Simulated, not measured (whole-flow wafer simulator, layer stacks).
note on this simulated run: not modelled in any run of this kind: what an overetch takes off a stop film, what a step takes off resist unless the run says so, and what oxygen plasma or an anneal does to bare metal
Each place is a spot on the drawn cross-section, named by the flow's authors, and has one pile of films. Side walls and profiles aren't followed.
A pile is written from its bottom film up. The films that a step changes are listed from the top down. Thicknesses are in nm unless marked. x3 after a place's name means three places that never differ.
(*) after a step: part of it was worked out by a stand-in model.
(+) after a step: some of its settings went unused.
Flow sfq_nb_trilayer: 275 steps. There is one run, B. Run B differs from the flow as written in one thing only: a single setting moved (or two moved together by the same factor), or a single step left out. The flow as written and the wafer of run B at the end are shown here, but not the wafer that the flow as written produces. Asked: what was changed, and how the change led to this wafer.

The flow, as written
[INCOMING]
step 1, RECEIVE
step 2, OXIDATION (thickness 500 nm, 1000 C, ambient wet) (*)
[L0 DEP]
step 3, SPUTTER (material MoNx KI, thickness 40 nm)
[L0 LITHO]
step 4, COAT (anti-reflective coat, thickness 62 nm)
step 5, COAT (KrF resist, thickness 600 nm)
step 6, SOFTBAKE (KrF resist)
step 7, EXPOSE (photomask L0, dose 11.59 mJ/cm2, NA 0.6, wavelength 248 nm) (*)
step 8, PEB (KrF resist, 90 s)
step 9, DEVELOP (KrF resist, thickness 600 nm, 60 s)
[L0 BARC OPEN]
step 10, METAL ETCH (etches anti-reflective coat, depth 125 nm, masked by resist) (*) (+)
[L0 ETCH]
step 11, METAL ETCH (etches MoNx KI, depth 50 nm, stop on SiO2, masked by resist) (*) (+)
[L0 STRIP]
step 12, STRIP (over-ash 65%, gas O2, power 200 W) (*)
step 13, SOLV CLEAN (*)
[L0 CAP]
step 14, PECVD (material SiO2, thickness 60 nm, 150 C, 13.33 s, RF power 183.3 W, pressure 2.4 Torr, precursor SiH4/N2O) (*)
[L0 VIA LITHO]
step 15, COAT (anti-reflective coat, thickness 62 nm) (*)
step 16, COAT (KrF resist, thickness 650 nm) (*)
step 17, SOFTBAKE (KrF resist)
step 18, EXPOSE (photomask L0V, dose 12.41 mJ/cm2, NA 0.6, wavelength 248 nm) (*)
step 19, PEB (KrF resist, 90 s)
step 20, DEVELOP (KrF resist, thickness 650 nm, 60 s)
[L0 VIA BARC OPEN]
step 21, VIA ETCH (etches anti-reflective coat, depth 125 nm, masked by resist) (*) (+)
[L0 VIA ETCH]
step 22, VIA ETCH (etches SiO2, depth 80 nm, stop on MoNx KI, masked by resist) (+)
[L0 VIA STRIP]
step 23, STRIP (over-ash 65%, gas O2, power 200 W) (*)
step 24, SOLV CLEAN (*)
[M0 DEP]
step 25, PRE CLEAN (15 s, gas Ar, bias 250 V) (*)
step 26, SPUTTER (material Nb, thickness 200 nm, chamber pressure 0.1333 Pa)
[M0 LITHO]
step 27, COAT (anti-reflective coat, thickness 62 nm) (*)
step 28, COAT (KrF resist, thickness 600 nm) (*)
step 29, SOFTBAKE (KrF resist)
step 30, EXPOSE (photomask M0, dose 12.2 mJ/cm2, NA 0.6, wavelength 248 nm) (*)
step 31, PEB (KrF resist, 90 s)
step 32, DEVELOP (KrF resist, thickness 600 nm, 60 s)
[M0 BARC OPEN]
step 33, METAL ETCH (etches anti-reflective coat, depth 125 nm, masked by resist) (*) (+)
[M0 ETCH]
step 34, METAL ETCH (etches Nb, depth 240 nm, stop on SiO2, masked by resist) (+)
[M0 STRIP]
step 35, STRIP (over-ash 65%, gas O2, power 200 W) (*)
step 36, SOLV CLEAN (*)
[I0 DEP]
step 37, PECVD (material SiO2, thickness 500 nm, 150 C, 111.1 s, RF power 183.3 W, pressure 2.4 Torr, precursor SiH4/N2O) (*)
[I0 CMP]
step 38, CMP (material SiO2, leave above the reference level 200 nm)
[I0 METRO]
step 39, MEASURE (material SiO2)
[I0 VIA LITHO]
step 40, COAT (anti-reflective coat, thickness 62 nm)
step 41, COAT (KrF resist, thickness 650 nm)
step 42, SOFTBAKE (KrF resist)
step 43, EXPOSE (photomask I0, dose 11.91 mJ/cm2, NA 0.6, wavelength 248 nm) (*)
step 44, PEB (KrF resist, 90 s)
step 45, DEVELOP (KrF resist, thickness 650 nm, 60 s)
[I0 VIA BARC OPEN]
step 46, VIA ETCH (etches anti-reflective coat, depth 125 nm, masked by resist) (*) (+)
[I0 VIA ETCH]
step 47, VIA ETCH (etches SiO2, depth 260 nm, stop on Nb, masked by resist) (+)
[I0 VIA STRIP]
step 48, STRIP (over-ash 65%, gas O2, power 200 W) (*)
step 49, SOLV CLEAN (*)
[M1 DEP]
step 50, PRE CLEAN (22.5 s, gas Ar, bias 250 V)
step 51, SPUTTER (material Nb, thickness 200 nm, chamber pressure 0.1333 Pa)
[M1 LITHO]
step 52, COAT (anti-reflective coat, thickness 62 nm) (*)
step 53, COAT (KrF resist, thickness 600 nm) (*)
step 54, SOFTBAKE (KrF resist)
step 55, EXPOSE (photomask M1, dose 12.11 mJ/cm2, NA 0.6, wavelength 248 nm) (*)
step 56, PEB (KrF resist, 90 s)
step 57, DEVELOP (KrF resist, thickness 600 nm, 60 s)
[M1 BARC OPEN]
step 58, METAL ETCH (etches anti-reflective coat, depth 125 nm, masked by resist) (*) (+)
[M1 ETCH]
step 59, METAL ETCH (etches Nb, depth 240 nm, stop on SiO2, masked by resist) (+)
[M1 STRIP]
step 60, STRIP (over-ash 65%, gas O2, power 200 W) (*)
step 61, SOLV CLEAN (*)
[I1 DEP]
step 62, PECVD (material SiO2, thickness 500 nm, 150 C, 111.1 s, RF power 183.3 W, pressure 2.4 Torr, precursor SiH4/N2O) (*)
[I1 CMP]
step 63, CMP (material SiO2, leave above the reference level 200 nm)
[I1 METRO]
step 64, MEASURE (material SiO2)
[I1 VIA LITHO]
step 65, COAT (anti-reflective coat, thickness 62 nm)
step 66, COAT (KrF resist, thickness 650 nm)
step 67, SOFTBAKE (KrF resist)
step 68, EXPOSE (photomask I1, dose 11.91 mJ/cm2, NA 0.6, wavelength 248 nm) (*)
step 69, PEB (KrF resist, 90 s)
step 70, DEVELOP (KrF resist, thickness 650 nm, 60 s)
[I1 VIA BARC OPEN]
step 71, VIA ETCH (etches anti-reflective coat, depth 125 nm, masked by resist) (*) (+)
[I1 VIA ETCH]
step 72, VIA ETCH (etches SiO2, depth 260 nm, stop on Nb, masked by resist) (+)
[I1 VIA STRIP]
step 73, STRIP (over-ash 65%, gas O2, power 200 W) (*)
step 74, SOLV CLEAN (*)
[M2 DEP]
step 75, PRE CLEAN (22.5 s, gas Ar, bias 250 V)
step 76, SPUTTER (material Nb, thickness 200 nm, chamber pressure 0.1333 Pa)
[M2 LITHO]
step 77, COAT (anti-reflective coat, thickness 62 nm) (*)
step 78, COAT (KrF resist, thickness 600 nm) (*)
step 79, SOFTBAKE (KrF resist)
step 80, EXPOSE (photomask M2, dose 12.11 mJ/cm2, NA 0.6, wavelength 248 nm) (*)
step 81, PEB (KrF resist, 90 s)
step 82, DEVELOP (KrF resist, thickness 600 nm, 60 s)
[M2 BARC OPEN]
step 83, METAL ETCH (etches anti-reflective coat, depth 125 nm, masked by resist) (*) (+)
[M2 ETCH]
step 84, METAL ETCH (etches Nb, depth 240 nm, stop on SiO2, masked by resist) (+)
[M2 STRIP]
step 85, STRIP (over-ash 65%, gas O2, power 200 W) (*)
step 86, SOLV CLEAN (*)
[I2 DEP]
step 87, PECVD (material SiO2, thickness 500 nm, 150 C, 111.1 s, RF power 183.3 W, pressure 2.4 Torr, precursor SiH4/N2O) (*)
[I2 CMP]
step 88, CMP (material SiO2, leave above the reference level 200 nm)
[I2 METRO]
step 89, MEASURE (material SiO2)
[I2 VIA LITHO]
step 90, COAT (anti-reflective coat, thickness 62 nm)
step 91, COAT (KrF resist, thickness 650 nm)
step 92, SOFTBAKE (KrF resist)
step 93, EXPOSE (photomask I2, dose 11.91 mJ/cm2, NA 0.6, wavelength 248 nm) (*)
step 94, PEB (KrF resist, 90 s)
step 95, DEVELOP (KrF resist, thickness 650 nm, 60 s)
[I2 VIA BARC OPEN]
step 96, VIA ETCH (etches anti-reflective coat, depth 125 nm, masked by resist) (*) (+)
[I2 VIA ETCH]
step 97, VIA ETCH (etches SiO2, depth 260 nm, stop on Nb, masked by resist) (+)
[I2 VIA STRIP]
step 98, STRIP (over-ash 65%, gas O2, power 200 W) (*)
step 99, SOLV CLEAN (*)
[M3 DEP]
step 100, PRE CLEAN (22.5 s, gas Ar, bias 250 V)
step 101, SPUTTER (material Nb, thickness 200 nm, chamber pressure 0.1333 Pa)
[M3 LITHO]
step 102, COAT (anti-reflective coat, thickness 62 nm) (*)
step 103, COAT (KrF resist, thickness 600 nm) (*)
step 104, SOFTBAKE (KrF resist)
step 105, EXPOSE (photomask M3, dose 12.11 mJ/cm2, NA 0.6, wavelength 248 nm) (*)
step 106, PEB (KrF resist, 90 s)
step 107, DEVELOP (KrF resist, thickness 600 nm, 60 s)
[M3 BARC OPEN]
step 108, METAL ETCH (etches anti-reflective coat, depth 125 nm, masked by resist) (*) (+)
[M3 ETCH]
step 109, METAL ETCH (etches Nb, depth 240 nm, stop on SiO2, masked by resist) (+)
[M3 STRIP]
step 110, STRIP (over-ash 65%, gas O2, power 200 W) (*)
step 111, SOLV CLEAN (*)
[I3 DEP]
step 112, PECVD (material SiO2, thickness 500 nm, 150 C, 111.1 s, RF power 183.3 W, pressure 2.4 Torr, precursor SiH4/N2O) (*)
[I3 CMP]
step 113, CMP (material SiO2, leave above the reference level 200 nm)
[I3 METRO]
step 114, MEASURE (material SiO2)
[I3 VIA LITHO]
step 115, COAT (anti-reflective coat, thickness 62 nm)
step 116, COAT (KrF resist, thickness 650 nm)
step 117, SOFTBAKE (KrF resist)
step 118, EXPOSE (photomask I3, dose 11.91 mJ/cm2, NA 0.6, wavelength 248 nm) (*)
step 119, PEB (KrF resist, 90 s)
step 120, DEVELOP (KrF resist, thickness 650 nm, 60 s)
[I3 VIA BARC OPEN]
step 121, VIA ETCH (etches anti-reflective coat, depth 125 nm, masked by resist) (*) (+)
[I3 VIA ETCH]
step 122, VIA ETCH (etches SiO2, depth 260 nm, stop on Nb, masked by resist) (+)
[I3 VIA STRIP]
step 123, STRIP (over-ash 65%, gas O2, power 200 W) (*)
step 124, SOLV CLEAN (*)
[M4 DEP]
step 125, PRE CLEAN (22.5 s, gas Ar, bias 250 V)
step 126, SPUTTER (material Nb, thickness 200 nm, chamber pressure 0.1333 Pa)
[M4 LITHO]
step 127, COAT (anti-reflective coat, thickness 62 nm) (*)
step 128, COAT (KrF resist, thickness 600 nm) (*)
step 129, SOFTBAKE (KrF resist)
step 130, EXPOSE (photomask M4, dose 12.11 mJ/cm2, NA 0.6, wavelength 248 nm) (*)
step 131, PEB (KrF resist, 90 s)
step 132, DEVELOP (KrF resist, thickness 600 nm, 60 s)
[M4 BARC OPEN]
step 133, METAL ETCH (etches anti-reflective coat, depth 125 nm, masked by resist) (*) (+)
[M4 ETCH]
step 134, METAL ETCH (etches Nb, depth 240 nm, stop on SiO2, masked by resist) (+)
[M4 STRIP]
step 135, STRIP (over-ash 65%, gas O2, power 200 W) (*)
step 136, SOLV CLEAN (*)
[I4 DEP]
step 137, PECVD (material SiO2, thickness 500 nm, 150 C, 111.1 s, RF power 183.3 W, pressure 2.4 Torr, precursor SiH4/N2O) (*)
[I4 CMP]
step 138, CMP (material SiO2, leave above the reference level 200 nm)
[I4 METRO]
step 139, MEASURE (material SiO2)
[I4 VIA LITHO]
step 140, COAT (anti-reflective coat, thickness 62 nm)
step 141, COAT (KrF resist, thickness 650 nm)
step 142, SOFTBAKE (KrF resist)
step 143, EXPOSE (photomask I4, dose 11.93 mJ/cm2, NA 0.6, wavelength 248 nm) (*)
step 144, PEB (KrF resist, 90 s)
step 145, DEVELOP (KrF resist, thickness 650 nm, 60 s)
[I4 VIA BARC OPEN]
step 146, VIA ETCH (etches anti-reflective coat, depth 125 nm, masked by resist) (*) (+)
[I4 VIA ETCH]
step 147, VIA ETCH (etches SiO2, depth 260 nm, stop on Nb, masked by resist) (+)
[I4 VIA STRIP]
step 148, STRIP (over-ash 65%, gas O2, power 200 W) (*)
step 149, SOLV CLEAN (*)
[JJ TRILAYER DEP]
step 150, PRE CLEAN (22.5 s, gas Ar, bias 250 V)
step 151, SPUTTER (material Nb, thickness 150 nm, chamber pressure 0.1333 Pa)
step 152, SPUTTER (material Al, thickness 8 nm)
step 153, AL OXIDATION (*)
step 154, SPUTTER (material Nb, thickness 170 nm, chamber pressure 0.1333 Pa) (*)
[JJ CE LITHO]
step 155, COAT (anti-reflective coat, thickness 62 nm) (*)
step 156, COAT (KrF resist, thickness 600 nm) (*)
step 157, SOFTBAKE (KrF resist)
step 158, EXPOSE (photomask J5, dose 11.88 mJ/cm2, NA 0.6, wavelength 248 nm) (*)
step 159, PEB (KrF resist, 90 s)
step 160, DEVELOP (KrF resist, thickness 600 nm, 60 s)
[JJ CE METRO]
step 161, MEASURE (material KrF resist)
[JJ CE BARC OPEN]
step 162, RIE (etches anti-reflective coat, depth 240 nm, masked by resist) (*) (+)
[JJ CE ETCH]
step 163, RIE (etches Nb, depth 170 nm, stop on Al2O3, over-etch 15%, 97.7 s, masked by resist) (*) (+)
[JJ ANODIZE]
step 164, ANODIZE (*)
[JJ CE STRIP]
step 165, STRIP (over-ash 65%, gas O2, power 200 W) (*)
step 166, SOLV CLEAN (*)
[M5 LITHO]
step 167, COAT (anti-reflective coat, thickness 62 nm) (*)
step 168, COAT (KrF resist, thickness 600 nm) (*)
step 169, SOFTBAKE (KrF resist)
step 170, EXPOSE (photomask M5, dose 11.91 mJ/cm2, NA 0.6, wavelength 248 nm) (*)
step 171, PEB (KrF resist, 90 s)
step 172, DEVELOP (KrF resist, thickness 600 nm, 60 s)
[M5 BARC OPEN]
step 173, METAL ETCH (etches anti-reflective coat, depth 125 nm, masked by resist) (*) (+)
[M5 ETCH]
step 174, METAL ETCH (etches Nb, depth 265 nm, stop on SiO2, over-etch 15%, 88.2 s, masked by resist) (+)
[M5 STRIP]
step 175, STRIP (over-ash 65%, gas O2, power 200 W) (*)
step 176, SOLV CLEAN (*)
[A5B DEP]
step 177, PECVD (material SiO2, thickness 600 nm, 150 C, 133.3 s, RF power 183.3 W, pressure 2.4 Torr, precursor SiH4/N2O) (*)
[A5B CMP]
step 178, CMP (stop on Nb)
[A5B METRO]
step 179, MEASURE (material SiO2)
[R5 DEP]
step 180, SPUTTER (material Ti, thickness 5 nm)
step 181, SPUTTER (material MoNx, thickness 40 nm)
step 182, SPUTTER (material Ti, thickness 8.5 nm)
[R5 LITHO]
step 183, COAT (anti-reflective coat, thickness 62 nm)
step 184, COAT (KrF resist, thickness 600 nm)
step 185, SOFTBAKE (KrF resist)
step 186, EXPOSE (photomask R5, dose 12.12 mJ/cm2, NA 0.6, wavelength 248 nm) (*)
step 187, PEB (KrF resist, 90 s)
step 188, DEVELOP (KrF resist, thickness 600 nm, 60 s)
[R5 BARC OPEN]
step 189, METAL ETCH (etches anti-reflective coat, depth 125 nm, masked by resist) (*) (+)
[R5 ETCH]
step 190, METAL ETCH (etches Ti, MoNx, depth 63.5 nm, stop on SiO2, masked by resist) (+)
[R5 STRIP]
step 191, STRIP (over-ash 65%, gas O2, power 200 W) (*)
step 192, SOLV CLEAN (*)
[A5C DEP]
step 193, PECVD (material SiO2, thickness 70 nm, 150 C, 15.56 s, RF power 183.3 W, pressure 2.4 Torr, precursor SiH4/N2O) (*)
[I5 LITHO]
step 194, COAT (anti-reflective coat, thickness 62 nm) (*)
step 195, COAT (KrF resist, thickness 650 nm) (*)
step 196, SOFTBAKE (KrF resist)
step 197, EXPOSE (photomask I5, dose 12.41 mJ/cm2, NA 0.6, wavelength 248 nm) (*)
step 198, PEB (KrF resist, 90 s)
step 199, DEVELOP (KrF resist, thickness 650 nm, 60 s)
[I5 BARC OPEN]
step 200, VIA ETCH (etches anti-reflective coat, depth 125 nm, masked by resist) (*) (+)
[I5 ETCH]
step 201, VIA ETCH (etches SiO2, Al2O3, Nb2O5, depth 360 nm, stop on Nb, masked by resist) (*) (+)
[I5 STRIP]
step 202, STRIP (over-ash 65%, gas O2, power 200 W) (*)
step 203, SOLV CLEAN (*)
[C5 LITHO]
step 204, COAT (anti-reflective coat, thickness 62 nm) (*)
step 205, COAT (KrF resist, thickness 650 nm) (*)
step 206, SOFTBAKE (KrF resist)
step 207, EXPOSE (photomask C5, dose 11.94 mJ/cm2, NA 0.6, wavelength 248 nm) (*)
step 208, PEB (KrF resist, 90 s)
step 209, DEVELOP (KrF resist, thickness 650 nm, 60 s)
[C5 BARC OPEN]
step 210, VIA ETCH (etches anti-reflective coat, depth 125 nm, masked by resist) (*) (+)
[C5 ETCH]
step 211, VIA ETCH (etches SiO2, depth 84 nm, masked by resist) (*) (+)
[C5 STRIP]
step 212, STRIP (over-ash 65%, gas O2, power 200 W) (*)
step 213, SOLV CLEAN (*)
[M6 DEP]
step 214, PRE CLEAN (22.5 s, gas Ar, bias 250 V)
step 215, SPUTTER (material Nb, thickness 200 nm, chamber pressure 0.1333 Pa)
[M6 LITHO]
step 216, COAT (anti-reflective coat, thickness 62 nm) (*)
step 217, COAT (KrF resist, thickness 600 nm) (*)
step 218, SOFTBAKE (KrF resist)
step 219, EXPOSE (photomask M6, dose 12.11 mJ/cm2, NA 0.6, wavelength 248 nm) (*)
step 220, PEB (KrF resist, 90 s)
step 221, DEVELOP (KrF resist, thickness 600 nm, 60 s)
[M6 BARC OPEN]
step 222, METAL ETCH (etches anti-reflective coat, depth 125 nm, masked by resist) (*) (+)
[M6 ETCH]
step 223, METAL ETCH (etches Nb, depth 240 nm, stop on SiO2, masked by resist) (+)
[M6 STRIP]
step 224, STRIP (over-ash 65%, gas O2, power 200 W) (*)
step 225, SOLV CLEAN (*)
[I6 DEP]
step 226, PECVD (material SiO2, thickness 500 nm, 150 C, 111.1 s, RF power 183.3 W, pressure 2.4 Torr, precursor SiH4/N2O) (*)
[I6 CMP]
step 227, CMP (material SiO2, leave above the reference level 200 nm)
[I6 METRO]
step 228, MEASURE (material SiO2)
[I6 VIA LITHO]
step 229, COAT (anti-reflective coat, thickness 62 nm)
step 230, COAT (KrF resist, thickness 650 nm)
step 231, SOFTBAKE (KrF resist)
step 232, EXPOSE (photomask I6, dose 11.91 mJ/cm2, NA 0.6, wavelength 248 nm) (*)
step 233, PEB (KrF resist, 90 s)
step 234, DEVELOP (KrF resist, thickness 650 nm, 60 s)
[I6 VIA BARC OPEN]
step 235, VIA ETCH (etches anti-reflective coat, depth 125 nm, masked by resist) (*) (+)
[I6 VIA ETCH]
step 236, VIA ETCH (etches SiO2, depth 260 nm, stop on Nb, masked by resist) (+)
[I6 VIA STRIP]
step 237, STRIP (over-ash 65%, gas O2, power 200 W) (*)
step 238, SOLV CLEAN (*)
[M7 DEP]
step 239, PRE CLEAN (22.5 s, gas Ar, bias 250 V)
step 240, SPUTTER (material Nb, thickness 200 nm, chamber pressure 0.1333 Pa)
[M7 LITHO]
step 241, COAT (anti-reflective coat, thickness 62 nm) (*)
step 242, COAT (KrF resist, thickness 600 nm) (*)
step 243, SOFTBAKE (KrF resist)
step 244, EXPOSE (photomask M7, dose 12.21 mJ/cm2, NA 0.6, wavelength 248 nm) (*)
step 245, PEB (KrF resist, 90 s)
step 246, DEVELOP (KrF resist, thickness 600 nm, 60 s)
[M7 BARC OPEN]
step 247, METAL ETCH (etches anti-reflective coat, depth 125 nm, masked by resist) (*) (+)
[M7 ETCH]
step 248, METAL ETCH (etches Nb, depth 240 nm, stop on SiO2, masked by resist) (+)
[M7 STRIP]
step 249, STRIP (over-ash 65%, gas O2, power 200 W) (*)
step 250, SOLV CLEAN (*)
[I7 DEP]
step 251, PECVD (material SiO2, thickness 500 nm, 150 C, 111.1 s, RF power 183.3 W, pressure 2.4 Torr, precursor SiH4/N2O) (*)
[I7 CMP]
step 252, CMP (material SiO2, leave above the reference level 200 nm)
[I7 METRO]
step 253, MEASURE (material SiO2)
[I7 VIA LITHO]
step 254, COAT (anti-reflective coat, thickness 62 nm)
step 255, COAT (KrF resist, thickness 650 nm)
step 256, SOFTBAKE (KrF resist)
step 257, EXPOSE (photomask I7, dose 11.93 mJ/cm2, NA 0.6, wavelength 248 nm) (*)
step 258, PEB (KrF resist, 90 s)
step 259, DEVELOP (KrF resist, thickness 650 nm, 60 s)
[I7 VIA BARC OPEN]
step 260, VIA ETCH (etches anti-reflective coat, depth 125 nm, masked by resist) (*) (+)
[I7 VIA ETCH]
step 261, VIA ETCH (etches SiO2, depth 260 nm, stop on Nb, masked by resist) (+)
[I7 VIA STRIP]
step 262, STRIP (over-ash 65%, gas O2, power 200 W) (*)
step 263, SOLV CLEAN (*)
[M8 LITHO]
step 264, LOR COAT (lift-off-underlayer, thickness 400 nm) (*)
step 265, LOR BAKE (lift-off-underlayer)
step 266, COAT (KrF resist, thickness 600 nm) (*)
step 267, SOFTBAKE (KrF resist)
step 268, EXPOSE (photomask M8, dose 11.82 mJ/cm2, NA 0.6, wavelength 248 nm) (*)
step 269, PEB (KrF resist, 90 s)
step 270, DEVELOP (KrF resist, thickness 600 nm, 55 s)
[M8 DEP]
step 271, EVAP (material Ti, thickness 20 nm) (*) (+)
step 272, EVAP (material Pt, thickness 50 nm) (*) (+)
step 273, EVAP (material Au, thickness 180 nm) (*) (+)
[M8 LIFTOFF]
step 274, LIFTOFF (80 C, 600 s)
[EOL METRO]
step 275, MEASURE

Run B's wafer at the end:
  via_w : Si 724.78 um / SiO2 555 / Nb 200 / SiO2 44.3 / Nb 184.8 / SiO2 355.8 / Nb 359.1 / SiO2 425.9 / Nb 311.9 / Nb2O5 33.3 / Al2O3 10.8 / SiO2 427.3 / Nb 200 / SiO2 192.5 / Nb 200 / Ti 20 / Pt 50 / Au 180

Cause: step 47, VIA ETCH: depth 148 nm was run, though the flow has depth 260 nm.

The path from the change to this, step by step:
  step 47, VIA ETCH (etches SiO2, depth 260 nm, stop on Nb, masked by resist) (+)
      via_w: SiO2 loses 148 (it would be, as written: SiO2 loses 199.8 (all of it))
      field_l, v_sur, via_wl and 102 more: KrF resist loses 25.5 (it would be, as written: KrF resist loses 44.8)
  step 48, STRIP (over-ash 65%, gas O2, power 200 W) (*)
      field_l, v_sur, via_wl and 102 more: KrF resist loses 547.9 (all of it), anti-reflective coat loses 62 (all of it) (it would be, as written: KrF resist loses 528.6 (all of it), anti-reflective coat loses 62 (all of it))
  step 50, PRE CLEAN (22.5 s, gas Ar, bias 250 V)
      via_w: SiO2 loses 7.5 (it would be, as written: Nb loses 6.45)
  step 51, SPUTTER (material Nb, thickness 200 nm, chamber pressure 0.1333 Pa)
      via_w: Nb gains 184.8 (new film) (it would be, as written: Nb gains 174.5)
  step 52, COAT (anti-reflective coat, thickness 62 nm) (*)
      via_wl: anti-reflective coat gains 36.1 (new film) (it would be, as written: anti-reflective coat gains 33.8 (new film))
      via_w: anti-reflective coat gains 111.1 (new film) (it would be, as written: anti-reflective coat gains 123.1 (new film))
  step 53, COAT (KrF resist, thickness 600 nm) (*)
      via_w: KrF resist gains 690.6 (new film) (it would be, as written: KrF resist gains 731.8 (new film))
  step 60, STRIP (over-ash 65%, gas O2, power 200 W) (*)
      via_wl: KrF resist loses 389.4 (all of it), anti-reflective coat loses 36.1 (all of it) (it would be, as written: KrF resist loses 385.5 (all of it), anti-reflective coat loses 33.8 (all of it))
      via_w: KrF resist loses 472.7 (all of it), anti-reflective coat loses 111.1 (all of it) (it would be, as written: KrF resist loses 513.8 (all of it), anti-reflective coat loses 123.1 (all of it))
  step 62, PECVD (material SiO2, thickness 500 nm, 150 C, 111.1 s, RF power 183.3 W, pressure 2.4 Torr, precursor SiH4/N2O) (*)
      via_w: SiO2 gains 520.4 (new film) (it would be, as written: SiO2 gains 606 (new film))
  step 63, CMP (material SiO2, leave above the reference level 200 nm)
      via_w: SiO2 loses 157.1 (it would be, as written: SiO2 loses 181.6)
If metal films that touch count as one body, via_w has 6 bodies (between them, from the top down: SiO2 192.5; SiO2 427.3 / Al2O3 10.8 / Nb2O5 33.3; SiO2 425.9; SiO2 355.8; SiO2 44.3); the flow as written gives 5 bodies (between them, from the top down: SiO2 192.5; SiO2 427.3 / Al2O3 10.8 / Nb2O5 33.3; SiO2 425.9; SiO2 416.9).
